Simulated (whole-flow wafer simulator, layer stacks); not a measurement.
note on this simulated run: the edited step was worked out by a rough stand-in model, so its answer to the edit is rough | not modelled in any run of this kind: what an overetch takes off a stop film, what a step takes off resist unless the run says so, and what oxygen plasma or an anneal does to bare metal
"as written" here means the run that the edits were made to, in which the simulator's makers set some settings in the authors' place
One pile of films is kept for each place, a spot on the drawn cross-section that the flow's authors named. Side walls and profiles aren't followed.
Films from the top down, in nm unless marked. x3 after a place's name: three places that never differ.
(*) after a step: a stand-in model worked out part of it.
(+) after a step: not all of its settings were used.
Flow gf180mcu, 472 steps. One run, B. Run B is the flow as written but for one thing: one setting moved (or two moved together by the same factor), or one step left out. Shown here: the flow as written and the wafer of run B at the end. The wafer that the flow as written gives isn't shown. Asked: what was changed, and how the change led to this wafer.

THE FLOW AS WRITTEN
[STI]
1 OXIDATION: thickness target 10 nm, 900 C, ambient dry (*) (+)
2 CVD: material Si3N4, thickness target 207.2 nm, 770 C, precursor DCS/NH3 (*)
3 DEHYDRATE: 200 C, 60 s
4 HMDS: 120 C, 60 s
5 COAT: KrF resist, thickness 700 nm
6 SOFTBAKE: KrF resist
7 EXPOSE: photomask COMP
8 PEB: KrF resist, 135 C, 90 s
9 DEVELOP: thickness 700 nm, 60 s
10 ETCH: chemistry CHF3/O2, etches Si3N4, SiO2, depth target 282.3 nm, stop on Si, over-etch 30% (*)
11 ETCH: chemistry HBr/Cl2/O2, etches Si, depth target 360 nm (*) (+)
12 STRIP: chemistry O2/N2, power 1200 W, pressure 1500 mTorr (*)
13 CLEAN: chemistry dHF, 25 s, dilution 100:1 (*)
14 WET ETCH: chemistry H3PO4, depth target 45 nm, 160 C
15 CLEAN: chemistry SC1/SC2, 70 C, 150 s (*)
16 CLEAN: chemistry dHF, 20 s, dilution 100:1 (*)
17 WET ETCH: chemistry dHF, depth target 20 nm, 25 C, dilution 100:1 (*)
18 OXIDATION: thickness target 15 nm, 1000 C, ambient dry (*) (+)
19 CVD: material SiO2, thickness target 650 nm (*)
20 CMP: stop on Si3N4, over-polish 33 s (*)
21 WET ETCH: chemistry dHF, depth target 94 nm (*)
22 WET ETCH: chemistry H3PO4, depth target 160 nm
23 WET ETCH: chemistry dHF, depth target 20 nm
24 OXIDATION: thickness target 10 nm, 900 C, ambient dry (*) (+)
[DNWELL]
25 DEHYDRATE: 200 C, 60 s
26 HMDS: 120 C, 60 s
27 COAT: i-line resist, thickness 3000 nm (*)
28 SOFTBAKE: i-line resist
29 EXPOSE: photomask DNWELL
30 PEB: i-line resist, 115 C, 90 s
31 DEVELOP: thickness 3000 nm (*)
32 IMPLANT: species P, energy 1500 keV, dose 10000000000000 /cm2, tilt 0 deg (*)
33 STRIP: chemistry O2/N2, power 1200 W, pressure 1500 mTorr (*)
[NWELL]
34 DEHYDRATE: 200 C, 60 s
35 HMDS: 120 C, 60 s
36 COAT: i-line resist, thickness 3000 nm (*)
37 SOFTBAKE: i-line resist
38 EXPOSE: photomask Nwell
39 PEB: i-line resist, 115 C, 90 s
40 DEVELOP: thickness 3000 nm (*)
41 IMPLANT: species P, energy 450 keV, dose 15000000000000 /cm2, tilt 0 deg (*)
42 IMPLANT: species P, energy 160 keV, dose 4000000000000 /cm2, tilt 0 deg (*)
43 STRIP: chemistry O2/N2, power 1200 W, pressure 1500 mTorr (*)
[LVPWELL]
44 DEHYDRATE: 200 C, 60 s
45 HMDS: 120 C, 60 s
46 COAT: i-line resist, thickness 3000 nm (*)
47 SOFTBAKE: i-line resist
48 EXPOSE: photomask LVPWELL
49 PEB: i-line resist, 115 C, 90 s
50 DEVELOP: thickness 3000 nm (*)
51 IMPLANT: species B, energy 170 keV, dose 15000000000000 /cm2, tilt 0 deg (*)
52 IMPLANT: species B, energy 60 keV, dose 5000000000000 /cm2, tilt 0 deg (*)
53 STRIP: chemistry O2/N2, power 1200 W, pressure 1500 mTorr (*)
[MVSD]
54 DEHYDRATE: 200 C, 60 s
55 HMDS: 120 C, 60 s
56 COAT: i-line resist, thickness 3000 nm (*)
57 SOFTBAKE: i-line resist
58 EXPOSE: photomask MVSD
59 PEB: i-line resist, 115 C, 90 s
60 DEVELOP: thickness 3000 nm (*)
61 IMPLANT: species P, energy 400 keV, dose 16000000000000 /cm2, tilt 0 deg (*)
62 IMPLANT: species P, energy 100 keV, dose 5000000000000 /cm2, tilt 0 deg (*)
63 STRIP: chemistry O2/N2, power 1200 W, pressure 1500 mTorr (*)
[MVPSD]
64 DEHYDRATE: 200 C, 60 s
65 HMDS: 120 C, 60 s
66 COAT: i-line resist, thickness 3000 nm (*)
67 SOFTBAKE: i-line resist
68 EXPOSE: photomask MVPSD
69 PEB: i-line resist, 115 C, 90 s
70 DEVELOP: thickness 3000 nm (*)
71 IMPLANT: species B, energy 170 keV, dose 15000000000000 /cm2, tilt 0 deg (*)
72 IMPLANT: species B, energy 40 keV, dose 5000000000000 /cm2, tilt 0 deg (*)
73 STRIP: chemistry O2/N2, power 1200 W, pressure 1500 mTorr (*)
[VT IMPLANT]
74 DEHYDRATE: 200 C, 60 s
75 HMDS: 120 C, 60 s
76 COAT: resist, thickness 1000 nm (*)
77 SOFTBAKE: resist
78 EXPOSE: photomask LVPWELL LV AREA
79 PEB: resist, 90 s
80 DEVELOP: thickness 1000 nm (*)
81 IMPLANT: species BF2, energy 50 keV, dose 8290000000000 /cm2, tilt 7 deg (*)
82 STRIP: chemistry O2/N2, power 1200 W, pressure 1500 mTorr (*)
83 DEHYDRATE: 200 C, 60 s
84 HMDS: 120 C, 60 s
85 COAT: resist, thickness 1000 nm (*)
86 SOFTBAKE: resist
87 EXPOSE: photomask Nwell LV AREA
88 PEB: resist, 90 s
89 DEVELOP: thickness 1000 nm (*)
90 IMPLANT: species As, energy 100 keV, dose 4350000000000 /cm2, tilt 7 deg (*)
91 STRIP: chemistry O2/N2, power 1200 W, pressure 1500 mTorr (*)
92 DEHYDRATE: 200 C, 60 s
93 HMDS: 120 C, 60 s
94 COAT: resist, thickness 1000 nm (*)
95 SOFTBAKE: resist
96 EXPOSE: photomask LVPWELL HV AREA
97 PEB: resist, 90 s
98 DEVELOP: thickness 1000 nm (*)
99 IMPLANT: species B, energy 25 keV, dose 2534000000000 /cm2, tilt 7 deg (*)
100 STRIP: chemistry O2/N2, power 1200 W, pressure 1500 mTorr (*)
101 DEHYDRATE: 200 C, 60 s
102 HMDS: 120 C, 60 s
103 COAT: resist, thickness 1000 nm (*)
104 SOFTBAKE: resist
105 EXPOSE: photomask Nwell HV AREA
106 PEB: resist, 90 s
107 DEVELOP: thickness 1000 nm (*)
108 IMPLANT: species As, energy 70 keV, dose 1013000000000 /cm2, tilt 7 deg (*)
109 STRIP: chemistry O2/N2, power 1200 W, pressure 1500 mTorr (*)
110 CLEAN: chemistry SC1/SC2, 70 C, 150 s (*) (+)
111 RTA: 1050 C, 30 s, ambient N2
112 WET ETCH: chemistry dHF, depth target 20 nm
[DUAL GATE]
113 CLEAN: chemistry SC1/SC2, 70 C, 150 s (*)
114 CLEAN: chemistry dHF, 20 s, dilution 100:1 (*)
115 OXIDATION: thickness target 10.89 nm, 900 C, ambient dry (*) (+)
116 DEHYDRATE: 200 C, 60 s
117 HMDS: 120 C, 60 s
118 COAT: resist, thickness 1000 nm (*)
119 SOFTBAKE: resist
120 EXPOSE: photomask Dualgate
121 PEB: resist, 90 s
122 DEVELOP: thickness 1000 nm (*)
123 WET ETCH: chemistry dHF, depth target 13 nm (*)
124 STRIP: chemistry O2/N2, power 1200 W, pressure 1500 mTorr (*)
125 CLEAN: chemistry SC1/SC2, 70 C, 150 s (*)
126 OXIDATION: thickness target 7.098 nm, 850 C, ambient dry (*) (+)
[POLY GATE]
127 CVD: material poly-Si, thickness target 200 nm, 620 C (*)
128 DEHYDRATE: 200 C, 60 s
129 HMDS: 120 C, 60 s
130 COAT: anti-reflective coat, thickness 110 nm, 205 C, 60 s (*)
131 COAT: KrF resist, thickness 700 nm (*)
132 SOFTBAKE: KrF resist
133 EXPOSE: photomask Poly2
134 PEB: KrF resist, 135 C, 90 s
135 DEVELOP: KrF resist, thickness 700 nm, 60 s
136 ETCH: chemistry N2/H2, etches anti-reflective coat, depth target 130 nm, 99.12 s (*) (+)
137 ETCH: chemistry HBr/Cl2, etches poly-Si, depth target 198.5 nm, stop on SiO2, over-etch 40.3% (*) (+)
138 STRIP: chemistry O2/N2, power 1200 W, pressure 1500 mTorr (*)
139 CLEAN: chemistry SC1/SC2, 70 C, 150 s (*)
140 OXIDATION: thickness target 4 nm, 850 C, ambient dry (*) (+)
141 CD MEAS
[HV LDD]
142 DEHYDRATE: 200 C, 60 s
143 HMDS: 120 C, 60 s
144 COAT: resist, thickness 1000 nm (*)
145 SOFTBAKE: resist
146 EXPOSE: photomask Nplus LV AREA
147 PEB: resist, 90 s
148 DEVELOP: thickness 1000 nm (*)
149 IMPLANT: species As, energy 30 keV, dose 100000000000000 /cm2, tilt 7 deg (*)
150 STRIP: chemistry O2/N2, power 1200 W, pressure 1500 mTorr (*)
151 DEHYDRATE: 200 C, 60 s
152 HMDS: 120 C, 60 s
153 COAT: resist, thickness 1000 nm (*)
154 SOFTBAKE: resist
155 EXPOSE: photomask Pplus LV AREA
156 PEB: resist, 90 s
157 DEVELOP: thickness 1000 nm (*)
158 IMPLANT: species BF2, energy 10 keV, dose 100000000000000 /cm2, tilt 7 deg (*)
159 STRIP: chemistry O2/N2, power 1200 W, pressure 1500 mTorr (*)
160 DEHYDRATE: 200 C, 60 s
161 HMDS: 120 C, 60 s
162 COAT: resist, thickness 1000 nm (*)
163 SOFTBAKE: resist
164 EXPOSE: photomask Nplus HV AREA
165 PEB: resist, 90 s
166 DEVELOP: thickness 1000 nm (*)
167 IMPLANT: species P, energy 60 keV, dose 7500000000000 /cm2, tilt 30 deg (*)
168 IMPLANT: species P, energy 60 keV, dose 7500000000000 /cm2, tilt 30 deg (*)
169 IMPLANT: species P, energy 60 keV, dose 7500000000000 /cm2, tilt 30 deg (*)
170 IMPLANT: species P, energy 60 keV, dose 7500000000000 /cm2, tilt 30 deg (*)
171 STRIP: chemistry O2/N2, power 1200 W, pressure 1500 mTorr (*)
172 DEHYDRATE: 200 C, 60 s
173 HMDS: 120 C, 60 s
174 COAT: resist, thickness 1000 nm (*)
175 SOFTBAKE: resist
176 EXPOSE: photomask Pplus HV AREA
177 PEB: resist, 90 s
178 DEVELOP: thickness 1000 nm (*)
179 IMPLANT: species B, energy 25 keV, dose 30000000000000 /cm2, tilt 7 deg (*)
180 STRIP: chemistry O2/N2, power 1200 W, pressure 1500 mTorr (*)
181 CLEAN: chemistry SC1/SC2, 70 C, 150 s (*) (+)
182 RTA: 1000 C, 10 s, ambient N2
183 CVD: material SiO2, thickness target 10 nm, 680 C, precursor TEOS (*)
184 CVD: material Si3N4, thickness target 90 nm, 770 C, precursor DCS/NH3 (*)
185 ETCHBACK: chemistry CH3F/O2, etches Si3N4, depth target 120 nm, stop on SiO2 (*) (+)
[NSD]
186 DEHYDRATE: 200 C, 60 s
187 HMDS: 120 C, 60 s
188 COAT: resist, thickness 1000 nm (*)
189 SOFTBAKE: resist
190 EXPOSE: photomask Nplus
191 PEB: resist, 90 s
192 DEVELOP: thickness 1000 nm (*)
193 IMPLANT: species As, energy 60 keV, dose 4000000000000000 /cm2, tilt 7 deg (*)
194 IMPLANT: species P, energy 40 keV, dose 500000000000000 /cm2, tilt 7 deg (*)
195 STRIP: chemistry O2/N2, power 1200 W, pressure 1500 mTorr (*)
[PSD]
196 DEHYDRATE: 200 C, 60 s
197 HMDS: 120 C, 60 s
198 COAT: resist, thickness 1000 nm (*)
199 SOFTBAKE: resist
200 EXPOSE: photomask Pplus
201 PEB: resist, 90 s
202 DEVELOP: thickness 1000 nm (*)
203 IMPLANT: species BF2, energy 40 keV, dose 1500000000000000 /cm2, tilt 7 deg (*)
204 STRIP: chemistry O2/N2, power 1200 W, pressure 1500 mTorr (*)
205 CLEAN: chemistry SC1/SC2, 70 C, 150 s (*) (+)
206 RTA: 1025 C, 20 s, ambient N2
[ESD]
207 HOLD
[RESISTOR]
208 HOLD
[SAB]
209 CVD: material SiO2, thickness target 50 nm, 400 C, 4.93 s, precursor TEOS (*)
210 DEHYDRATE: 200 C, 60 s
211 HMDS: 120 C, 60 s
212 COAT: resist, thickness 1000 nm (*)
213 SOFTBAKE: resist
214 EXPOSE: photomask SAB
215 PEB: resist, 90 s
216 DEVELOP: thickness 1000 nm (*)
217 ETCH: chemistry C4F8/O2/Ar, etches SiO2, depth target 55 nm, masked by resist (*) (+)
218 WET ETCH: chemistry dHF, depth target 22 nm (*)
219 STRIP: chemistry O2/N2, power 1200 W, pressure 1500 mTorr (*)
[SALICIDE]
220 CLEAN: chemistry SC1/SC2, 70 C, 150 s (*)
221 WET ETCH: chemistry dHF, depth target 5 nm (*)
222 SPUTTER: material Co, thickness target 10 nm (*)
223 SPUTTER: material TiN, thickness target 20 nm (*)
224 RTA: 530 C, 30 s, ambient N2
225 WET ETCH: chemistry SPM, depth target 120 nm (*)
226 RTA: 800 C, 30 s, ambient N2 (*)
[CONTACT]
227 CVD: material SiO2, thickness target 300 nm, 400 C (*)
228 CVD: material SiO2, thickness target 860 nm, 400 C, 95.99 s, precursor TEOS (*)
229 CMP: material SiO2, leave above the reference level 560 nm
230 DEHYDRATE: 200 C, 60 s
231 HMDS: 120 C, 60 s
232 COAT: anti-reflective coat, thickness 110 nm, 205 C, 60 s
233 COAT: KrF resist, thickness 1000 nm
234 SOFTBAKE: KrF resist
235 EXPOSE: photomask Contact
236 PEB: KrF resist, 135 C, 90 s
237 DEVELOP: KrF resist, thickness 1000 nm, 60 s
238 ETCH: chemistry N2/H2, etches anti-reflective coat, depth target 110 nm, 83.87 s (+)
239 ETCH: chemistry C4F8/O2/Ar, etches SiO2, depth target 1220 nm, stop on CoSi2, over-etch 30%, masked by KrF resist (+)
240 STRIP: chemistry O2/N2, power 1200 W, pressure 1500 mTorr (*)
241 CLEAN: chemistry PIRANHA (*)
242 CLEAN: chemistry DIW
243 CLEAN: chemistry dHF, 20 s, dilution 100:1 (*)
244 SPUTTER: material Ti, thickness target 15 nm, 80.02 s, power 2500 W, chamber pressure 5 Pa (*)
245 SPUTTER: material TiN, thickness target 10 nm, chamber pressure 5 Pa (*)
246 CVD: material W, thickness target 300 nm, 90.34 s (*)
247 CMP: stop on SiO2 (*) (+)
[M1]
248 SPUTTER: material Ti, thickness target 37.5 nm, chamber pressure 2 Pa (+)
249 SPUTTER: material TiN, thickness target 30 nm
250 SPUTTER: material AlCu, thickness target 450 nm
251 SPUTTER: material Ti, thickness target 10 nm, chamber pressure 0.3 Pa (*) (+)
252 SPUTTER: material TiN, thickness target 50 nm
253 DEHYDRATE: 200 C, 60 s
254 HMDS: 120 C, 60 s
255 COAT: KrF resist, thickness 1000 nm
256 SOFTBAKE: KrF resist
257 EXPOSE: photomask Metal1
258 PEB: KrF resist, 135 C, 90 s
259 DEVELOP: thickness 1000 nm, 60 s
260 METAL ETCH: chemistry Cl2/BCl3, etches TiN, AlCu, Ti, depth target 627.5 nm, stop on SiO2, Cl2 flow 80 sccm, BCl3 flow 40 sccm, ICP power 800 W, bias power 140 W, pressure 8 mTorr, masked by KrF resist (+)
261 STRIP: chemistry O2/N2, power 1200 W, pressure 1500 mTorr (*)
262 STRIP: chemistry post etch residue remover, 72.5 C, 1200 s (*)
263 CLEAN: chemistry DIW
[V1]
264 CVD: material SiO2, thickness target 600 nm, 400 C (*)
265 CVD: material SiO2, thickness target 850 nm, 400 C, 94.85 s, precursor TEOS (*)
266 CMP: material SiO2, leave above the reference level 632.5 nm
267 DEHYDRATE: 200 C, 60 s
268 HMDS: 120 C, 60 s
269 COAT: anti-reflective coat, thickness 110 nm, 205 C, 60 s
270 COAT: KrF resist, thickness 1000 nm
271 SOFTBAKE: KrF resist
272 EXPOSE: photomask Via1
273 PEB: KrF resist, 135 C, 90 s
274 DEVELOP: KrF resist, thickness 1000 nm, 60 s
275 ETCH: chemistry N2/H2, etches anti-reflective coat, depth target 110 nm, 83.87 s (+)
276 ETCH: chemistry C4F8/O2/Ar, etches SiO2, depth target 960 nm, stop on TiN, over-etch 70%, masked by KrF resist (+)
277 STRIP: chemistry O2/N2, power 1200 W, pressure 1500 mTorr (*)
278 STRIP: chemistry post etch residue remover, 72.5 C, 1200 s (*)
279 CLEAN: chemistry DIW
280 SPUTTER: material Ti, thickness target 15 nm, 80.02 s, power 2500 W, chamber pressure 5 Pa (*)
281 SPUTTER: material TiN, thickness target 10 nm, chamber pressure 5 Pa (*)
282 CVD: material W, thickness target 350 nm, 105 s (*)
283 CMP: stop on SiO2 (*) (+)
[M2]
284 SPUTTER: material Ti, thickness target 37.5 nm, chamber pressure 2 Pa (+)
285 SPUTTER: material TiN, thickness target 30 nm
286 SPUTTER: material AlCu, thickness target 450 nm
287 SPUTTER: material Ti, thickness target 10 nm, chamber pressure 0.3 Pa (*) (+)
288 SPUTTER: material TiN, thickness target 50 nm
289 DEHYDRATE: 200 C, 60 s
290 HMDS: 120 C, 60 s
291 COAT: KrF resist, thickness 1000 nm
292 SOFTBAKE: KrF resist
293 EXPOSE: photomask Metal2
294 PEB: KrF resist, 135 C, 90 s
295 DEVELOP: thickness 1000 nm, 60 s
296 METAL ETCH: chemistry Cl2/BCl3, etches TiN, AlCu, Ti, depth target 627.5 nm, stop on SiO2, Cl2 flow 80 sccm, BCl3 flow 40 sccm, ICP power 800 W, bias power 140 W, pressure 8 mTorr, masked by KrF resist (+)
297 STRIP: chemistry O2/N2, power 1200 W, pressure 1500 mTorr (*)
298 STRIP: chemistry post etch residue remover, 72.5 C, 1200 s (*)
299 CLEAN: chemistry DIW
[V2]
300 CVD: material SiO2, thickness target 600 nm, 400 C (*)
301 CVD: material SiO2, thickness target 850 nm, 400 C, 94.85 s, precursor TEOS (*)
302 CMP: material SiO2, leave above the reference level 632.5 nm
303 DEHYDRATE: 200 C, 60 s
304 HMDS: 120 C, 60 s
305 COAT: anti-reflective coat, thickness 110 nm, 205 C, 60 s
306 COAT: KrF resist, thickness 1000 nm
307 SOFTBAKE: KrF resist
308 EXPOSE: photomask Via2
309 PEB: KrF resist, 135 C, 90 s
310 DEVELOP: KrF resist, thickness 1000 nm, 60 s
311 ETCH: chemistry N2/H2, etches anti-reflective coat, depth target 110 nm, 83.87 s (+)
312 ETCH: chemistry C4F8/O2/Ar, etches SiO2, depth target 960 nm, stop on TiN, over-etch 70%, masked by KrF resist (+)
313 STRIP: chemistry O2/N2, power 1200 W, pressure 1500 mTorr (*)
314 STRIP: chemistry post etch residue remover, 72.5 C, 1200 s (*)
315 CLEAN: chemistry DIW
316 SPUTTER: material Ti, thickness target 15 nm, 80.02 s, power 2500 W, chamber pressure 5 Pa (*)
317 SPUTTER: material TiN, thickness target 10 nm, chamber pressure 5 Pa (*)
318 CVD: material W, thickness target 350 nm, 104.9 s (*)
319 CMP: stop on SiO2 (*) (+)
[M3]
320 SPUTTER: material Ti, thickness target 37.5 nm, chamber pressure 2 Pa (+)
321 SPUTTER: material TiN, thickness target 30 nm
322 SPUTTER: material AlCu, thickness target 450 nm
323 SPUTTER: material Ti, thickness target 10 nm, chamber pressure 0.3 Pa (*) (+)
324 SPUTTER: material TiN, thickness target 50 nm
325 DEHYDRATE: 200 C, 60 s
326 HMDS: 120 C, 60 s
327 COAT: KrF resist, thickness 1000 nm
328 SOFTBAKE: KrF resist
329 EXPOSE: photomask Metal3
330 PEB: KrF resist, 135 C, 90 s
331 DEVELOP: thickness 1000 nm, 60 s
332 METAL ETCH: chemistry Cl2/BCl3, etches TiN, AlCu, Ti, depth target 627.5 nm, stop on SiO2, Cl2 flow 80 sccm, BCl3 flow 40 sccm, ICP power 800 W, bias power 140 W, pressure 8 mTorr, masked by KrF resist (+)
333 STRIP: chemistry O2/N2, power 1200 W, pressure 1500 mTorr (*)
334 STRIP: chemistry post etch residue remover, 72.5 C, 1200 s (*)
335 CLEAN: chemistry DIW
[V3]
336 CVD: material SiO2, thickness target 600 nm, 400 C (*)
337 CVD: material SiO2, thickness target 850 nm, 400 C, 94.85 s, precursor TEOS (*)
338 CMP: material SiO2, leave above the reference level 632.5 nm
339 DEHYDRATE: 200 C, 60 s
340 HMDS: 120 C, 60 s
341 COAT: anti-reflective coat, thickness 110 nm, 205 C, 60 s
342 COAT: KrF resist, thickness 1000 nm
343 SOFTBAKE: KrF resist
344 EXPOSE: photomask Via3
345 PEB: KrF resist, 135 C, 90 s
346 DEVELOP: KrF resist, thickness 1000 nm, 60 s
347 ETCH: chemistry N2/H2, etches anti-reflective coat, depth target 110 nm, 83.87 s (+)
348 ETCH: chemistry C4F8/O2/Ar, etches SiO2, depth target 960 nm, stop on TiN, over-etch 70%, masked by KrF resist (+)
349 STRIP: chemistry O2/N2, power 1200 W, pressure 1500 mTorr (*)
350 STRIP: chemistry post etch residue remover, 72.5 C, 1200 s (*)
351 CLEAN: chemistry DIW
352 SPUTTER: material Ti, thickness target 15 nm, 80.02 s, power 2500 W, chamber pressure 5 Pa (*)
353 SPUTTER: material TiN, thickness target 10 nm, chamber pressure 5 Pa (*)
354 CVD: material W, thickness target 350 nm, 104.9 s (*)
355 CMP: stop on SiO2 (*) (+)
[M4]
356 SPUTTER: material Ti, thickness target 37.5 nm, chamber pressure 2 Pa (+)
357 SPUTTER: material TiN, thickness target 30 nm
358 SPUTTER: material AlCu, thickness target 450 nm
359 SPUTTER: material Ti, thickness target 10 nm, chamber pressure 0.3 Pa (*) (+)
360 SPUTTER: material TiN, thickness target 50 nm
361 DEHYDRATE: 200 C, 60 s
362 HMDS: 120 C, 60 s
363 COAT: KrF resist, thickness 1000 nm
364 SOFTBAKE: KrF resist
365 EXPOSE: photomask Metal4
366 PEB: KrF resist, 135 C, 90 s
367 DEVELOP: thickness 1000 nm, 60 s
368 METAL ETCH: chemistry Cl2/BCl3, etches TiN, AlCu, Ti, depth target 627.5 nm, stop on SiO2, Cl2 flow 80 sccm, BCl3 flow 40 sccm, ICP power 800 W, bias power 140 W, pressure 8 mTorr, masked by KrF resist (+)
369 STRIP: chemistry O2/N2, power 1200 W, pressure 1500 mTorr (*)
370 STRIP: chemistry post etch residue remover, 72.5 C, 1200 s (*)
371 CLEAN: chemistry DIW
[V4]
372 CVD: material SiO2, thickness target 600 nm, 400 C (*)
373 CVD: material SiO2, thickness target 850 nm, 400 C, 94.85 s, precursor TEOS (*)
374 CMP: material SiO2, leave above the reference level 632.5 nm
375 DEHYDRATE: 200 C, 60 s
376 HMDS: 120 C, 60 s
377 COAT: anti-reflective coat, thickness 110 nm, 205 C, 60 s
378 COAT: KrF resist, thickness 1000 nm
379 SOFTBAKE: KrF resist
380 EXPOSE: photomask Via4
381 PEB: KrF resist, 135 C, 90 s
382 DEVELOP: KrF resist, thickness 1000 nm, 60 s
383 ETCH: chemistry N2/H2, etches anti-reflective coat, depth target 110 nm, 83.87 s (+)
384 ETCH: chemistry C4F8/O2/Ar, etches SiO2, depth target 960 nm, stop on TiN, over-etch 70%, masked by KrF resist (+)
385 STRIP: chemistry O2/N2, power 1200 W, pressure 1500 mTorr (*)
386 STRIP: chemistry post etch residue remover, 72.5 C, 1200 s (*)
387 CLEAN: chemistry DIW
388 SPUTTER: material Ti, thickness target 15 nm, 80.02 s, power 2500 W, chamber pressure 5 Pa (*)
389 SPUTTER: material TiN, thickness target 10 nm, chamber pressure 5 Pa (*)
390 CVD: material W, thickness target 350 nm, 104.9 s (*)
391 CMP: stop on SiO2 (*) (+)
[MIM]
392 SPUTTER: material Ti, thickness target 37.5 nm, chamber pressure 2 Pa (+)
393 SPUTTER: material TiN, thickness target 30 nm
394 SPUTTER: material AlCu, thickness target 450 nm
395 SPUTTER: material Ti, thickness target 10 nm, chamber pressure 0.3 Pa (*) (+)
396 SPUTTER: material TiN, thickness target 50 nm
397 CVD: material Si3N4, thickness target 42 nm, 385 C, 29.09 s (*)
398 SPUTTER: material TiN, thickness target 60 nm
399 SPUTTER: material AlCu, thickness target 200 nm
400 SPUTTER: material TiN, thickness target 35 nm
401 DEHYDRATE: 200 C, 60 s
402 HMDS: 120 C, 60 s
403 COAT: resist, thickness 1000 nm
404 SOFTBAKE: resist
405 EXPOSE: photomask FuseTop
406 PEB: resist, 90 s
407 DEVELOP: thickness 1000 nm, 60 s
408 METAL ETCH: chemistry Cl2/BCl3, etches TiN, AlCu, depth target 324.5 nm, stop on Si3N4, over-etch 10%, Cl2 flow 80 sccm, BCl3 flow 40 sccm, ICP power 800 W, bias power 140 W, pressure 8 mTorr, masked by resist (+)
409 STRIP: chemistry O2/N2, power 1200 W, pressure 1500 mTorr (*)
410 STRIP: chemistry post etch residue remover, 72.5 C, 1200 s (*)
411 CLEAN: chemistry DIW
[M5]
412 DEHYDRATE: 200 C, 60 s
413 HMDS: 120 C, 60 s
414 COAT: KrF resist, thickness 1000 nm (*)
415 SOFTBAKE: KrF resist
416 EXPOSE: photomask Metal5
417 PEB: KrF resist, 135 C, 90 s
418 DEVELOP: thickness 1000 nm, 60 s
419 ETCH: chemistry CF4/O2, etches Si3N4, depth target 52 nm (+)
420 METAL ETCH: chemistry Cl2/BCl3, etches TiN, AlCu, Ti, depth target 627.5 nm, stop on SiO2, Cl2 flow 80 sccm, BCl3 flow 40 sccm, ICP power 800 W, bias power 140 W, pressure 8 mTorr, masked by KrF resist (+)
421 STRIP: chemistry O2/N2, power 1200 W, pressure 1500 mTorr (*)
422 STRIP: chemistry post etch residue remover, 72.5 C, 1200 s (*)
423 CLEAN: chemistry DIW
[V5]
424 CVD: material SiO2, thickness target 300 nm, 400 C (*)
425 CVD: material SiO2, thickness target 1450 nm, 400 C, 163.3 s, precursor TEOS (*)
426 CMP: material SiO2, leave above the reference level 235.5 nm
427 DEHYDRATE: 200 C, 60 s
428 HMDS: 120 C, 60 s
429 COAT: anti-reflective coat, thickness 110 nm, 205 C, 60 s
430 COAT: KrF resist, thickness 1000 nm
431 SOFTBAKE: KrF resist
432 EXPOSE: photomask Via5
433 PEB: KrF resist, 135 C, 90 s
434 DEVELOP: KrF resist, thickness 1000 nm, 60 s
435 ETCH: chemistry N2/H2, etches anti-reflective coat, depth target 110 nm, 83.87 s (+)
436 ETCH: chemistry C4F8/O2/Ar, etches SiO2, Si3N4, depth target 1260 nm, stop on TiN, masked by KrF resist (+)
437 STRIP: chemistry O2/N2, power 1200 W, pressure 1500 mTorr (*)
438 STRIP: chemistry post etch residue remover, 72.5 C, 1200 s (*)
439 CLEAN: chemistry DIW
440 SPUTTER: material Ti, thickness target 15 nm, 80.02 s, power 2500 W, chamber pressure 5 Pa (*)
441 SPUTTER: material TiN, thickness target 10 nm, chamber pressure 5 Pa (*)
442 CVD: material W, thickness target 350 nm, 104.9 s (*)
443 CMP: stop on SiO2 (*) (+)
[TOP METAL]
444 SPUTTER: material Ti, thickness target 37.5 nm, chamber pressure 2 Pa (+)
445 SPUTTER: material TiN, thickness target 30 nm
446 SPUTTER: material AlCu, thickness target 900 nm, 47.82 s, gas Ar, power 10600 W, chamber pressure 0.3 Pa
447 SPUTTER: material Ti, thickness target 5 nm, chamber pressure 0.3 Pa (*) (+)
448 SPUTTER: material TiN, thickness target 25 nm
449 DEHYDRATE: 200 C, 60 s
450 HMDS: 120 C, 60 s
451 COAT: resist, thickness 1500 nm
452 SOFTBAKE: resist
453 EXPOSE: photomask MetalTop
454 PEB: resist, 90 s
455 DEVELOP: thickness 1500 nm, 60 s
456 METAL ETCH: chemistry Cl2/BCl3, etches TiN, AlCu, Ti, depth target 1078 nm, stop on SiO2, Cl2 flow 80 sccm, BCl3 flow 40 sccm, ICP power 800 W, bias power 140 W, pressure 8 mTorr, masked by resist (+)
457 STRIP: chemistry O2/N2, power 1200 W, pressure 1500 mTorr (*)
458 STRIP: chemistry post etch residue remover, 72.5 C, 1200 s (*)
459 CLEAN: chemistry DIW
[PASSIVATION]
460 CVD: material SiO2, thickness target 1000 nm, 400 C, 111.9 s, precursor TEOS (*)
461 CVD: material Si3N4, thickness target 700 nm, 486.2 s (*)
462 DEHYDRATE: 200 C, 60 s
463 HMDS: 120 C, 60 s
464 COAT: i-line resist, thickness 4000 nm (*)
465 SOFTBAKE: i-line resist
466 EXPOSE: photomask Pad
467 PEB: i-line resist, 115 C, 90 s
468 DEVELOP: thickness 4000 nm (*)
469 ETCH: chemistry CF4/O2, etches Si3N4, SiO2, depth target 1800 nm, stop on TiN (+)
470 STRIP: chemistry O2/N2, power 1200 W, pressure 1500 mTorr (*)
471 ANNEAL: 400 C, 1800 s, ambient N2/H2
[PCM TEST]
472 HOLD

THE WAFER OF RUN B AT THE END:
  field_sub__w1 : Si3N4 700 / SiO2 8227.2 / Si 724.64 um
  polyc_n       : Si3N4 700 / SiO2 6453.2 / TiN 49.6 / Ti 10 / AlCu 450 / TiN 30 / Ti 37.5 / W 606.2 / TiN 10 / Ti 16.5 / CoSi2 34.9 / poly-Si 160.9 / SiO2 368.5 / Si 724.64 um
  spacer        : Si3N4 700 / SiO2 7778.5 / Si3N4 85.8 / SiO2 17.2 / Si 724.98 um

The cause: step 244, SPUTTER: thickness target 16.5 nm was run, where the flow has thickness target 15 nm.
It can be read off the wafer: polyc_n has Ti 16.5, and step 244 as written asks for 15 nm.

How the change led to this, step by step:
  244 SPUTTER: material Ti, thickness target 15 nm, 80.02 s, power 2500 W, chamber pressure 5 Pa (*)
      field, field__w1, field__w2 and 107 more: Ti +16.5 (new film) (as written it would be: Ti +15 (new film))
      contact: Ti +9.4 (new film) (as written it would be: Ti +8.55 (new film))
  247 CMP: stop on SiO2 (*) (+)
      field, field__w1, field__w2 and 105 more: W -300 (all of it), TiN -10 (all of it), Ti -16.5 (all of it), SiO2 -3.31 (as written it would be: W -300 (all of it), TiN -10 (all of it), Ti -15 (all of it), SiO2 -3.29)
